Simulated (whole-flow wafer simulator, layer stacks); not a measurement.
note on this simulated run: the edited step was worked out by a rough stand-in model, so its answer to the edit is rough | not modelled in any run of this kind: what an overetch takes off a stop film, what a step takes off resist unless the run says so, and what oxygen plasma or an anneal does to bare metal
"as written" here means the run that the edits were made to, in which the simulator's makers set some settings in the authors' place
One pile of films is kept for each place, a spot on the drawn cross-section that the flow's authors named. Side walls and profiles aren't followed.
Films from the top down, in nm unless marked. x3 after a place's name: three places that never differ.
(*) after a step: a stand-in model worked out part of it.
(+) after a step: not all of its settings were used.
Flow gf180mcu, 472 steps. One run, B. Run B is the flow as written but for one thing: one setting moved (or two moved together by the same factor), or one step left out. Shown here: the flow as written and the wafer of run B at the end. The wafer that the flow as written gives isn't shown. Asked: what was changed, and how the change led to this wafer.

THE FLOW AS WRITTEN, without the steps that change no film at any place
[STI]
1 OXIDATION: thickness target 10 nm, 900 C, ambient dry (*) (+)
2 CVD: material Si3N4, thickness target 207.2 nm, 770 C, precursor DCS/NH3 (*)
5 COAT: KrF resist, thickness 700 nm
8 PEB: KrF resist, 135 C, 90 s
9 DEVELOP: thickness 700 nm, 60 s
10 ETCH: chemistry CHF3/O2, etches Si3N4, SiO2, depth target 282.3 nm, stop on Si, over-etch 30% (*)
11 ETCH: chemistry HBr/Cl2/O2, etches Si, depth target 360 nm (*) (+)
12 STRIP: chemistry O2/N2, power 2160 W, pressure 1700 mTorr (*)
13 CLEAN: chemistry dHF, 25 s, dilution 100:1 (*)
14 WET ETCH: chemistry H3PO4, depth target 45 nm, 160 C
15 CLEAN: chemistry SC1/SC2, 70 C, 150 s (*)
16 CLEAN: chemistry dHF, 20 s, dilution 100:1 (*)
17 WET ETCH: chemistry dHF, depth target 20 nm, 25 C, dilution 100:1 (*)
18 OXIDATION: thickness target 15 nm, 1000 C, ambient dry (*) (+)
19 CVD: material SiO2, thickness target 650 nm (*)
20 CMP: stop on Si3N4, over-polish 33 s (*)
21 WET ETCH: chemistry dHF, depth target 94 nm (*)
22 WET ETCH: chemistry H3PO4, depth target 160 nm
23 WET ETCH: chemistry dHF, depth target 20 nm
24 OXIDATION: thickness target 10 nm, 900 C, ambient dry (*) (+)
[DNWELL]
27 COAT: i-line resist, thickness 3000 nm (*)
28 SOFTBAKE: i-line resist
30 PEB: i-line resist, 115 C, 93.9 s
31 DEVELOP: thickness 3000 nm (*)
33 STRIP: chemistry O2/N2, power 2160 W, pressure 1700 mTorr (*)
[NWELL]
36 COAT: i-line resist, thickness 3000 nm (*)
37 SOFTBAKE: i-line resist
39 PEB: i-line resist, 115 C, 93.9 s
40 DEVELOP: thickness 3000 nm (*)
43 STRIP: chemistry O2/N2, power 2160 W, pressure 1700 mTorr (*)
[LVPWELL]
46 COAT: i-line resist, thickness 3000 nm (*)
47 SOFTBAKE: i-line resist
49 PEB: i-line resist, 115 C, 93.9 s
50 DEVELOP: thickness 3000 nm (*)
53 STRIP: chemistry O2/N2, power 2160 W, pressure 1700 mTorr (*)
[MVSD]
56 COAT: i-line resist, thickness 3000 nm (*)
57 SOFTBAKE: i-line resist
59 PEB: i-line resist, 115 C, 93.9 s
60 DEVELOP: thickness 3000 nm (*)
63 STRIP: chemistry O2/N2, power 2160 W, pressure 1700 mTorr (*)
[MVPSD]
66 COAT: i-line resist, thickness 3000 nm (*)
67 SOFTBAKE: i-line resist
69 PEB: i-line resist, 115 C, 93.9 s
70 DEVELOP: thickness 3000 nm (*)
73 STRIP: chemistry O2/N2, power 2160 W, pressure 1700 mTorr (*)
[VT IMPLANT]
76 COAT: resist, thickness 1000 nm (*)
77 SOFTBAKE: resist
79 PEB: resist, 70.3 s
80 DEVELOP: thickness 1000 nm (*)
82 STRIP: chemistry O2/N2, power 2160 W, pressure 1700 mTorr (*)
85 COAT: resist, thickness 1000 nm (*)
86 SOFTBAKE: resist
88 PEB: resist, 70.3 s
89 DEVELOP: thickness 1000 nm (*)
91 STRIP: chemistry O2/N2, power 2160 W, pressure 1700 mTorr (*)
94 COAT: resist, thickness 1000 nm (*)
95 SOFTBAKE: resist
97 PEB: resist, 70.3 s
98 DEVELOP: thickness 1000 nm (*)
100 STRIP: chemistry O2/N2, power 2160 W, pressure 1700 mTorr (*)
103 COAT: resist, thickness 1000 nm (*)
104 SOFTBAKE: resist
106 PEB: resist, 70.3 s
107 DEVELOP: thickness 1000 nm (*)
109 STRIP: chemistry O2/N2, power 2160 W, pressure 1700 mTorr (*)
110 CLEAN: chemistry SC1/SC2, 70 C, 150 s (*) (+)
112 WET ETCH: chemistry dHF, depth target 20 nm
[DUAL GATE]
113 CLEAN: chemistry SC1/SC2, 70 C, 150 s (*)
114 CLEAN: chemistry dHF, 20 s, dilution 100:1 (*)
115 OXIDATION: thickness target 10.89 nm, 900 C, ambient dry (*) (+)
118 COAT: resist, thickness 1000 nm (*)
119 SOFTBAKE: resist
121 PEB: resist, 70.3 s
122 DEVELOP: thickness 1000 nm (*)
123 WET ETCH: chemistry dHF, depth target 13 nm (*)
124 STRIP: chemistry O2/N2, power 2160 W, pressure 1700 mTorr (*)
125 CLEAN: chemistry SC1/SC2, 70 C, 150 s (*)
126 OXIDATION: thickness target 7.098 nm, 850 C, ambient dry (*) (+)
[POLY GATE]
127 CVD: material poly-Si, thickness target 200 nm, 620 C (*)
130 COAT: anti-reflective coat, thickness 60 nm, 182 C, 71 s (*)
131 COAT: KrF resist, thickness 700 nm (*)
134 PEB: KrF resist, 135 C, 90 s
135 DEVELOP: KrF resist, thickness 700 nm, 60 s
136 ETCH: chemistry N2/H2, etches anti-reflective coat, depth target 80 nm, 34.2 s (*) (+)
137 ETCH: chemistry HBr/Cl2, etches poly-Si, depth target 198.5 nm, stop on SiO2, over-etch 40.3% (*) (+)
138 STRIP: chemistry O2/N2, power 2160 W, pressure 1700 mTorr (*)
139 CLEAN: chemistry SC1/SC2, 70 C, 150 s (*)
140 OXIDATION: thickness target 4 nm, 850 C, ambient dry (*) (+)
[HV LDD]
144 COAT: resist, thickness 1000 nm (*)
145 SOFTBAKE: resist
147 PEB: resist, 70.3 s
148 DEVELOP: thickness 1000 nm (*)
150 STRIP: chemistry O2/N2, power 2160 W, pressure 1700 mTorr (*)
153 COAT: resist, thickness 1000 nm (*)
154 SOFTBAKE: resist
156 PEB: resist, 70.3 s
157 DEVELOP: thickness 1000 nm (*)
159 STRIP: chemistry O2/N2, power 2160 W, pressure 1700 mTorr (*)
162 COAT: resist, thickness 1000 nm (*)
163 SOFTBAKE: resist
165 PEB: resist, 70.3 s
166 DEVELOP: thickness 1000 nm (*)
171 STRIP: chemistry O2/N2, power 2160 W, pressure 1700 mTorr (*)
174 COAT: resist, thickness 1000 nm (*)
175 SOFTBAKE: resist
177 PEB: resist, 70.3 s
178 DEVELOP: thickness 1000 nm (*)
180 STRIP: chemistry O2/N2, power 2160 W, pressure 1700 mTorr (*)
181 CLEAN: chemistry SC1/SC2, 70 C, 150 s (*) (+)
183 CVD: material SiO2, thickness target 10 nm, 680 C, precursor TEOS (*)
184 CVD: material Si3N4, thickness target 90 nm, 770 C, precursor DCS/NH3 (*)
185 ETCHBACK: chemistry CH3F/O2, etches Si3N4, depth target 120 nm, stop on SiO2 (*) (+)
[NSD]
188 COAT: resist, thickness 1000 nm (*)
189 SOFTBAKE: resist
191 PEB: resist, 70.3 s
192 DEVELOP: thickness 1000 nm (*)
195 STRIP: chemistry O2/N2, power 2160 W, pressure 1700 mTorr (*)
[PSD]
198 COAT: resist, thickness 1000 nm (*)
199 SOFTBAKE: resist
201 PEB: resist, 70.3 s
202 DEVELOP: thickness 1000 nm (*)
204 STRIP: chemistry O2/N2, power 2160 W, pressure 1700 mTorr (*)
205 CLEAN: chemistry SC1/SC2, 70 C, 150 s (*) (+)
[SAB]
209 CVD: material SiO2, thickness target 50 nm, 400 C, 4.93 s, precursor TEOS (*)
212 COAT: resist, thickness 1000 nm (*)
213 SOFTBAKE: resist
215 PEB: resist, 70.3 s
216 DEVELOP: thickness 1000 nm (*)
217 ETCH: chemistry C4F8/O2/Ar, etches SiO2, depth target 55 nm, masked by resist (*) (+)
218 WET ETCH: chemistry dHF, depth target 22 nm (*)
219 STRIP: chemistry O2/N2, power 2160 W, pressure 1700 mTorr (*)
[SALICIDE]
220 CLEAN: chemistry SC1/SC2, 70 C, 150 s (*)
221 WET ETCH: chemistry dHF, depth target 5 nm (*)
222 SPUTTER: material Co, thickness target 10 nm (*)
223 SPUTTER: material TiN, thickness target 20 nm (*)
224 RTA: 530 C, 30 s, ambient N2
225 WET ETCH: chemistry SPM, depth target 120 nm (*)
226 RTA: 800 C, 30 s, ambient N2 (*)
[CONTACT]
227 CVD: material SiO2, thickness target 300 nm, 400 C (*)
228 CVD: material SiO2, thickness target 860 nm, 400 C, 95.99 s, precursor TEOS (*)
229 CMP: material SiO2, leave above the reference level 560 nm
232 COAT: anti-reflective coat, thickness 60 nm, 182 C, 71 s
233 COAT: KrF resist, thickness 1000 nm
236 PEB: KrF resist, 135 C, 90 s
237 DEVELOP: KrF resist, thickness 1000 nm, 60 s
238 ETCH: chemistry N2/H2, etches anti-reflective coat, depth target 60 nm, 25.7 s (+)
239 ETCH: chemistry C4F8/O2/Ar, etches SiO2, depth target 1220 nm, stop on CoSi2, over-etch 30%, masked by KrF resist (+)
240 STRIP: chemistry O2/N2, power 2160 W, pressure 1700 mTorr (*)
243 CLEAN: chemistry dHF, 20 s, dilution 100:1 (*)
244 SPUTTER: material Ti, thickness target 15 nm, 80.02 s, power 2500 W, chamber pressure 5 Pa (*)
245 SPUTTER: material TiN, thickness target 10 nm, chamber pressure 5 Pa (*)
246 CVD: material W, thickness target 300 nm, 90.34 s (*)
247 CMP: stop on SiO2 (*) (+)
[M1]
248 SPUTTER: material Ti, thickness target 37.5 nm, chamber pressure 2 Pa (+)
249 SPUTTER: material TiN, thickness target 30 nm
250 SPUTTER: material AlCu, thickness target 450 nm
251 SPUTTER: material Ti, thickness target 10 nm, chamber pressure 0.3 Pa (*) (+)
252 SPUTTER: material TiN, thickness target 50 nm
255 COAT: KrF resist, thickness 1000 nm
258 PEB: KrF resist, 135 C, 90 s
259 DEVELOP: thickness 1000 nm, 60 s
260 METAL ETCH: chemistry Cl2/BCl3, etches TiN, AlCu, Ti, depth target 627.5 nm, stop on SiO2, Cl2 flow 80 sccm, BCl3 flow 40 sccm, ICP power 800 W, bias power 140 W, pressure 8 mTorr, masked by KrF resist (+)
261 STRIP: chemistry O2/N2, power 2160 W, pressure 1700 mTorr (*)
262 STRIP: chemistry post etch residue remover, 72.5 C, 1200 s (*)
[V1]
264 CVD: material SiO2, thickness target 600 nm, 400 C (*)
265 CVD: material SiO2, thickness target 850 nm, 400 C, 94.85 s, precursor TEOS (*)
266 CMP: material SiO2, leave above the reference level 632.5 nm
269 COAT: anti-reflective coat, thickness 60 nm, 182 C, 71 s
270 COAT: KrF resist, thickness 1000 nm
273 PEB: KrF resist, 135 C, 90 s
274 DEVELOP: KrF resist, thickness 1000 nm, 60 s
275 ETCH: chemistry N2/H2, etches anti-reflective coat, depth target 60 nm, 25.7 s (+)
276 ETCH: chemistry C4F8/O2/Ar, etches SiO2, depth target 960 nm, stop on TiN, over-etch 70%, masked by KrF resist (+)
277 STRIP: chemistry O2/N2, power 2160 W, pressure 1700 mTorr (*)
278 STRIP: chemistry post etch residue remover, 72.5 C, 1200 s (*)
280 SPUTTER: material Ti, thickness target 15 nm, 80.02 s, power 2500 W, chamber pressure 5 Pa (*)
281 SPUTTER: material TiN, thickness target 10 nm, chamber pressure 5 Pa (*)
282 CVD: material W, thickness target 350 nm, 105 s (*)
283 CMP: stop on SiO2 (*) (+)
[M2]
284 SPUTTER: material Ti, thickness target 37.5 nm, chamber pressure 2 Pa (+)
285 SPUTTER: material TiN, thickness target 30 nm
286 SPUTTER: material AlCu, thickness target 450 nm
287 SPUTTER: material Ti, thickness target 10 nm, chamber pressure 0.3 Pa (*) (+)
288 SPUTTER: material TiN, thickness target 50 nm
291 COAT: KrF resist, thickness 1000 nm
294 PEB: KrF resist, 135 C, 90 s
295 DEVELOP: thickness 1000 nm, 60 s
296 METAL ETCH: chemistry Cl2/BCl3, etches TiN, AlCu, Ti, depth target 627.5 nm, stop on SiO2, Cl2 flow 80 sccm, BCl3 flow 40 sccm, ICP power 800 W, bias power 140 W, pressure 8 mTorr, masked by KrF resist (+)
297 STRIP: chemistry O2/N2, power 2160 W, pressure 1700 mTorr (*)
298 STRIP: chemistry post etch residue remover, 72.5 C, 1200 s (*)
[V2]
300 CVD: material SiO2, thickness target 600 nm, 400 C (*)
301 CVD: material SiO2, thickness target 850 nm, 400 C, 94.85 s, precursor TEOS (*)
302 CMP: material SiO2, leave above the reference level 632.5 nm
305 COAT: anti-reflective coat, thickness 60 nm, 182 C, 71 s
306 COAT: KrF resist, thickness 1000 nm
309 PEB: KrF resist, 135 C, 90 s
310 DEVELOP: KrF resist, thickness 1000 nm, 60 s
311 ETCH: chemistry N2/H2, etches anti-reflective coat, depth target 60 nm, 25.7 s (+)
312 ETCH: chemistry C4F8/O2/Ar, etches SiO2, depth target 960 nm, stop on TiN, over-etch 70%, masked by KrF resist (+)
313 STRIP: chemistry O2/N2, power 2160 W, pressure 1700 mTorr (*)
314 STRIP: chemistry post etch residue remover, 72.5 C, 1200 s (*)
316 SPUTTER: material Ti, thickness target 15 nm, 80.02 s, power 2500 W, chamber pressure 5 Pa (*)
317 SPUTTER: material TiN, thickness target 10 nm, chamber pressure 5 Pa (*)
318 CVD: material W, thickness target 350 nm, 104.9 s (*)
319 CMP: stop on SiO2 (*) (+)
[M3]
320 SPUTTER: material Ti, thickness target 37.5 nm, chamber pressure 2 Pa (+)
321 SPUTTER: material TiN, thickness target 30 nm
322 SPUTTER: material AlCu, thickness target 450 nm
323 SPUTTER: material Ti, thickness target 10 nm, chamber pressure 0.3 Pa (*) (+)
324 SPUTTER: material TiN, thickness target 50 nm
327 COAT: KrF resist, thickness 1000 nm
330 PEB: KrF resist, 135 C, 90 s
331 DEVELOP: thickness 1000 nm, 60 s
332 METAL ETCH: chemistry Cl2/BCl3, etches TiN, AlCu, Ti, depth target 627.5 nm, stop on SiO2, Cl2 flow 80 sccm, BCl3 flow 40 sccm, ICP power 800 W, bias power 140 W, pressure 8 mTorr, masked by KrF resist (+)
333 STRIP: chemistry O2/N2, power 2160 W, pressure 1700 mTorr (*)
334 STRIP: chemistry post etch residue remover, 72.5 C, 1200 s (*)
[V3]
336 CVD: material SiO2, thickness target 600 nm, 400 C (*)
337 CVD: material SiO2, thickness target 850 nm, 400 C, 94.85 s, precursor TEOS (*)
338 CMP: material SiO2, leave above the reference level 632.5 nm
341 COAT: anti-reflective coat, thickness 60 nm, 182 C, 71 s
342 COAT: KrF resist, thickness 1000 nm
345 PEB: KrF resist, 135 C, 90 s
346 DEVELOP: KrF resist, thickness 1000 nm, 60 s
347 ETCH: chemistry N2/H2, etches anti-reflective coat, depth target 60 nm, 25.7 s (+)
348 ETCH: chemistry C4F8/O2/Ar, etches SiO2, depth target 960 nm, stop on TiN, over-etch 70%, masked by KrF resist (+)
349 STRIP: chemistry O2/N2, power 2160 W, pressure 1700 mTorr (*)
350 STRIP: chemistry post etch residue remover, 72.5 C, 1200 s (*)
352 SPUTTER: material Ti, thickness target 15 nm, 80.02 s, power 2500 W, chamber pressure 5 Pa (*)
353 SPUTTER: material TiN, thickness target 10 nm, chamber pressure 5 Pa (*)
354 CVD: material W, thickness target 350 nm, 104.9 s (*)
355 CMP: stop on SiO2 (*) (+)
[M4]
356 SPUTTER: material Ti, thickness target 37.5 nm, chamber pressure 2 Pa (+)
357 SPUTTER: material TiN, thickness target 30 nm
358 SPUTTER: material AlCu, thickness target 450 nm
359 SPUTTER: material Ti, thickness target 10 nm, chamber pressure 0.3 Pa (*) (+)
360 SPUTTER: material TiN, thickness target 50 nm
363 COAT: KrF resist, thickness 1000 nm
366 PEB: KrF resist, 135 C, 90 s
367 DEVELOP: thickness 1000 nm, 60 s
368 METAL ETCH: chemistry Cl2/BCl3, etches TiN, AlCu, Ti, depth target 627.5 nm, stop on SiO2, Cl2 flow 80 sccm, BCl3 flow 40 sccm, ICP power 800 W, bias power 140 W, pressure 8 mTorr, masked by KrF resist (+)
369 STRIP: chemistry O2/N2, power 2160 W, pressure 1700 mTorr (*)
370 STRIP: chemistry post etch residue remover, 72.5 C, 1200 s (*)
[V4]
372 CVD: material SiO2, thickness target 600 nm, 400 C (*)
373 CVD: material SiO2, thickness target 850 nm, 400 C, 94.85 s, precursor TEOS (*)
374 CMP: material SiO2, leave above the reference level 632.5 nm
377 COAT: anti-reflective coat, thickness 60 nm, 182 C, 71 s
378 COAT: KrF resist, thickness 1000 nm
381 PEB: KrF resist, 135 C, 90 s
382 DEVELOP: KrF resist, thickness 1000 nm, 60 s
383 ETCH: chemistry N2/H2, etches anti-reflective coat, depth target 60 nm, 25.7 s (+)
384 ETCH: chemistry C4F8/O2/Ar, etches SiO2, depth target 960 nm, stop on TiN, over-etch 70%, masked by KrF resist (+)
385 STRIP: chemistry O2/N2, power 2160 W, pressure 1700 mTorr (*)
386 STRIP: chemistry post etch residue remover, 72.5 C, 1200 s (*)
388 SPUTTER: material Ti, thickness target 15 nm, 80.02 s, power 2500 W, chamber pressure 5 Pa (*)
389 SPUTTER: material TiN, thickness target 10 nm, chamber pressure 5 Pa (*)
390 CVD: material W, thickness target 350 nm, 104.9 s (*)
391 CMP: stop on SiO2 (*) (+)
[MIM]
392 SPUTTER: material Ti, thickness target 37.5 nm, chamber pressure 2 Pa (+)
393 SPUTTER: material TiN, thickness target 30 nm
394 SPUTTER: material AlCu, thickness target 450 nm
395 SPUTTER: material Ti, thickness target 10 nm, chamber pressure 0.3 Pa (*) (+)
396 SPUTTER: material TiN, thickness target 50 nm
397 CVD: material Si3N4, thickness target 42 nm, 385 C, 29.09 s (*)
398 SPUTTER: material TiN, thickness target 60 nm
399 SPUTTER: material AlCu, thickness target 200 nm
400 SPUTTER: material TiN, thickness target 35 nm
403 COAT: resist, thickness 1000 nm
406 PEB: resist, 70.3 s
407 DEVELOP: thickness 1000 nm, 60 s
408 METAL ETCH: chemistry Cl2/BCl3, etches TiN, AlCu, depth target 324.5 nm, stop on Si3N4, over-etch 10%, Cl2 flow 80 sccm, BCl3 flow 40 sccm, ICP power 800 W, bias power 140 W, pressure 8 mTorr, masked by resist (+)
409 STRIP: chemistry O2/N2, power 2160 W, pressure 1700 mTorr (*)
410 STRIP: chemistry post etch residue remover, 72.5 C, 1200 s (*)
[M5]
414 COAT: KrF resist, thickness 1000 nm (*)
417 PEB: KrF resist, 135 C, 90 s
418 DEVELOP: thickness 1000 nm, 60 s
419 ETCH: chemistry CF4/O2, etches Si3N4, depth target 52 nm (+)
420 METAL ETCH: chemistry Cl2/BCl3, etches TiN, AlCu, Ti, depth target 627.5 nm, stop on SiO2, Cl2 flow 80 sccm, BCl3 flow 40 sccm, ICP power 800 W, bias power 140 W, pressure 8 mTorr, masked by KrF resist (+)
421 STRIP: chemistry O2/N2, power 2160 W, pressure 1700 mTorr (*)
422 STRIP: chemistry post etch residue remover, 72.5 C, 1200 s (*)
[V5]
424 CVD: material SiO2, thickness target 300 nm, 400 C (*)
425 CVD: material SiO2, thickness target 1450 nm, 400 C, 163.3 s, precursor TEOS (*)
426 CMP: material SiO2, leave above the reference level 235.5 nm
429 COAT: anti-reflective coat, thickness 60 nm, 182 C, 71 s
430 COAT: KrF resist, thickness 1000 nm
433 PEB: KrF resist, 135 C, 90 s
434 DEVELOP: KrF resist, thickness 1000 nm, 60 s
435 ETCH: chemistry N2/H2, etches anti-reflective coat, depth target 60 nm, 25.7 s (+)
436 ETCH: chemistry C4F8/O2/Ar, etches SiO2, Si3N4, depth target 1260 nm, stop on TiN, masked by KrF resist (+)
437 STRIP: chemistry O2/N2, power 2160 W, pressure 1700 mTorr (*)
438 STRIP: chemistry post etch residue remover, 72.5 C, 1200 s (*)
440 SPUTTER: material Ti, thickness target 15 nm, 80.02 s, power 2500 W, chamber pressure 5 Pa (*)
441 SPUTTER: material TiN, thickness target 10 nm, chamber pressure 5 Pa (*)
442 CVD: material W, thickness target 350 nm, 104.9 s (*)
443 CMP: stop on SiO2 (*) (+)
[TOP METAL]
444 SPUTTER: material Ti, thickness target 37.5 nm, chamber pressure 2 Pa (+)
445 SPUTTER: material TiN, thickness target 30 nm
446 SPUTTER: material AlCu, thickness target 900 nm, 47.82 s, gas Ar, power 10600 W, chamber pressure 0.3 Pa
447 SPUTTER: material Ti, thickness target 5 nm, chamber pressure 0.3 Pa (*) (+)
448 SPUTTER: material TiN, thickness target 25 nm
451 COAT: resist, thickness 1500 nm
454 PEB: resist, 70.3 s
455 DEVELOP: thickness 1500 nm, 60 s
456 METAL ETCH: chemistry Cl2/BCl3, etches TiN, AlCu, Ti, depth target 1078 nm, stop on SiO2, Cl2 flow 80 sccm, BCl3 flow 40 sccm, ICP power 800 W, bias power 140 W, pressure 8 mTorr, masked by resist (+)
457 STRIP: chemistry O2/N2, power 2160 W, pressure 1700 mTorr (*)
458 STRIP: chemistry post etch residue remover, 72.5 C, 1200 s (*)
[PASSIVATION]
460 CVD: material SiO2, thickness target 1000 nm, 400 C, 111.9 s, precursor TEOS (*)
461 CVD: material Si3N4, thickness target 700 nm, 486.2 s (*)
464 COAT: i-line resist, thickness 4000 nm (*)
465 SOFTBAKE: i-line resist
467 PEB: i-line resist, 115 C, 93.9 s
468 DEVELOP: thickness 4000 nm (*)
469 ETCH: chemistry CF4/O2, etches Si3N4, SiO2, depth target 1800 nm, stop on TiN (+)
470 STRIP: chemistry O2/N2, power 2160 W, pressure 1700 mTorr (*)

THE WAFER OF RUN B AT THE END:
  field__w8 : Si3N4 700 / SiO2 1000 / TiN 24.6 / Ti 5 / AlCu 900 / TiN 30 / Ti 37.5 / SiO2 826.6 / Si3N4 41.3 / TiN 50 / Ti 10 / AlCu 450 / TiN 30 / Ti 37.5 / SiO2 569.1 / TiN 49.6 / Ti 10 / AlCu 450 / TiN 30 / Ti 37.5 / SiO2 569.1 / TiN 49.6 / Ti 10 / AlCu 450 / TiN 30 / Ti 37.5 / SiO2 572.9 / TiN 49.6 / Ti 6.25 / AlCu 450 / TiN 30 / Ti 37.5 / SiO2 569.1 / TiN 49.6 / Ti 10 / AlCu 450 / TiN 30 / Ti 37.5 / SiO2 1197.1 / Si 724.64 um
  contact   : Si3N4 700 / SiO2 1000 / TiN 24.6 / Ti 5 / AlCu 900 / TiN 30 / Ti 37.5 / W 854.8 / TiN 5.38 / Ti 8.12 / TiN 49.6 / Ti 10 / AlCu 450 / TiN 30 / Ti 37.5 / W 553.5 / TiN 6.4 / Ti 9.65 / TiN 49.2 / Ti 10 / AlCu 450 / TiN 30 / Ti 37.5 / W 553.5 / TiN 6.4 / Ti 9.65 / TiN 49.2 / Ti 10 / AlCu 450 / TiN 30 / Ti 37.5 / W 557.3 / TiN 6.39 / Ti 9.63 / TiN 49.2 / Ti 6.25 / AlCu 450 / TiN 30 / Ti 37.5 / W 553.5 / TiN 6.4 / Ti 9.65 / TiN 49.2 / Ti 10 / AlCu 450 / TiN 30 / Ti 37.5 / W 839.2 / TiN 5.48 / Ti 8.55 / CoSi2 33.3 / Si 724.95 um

The cause: step 287, SPUTTER: thickness target 6.25 nm was run, where the flow has thickness target 10 nm.
It can be read off the wafer: field__w8 has Ti 6.25, and step 287 as written asks for 10 nm.

How the change led to this, step by step:
  287 SPUTTER: material Ti, thickness target 10 nm, chamber pressure 0.3 Pa (*) (+)
      field, field__w1, field__w2 and 108 more: Ti +6.25 (new film) (as written it would be: Ti +10 (new film))
  296 METAL ETCH: chemistry Cl2/BCl3, etches TiN, AlCu, Ti, depth target 627.5 nm, stop on SiO2, Cl2 flow 80 sccm, BCl3 flow 40 sccm, ICP power 800 W, bias power 140 W, pressure 8 mTorr, masked by KrF resist (+)
      field, field__w1, field__w2 and 103 more: TiN -50 (all of it), Ti -6.25 (all of it), AlCu -450 (all of it), TiN -30 (all of it), Ti -37.5 (all of it) (as written it would be: TiN -50 (all of it), Ti -10 (all of it), AlCu -450 (all of it), TiN -30 (all of it), Ti -37.5 (all of it))
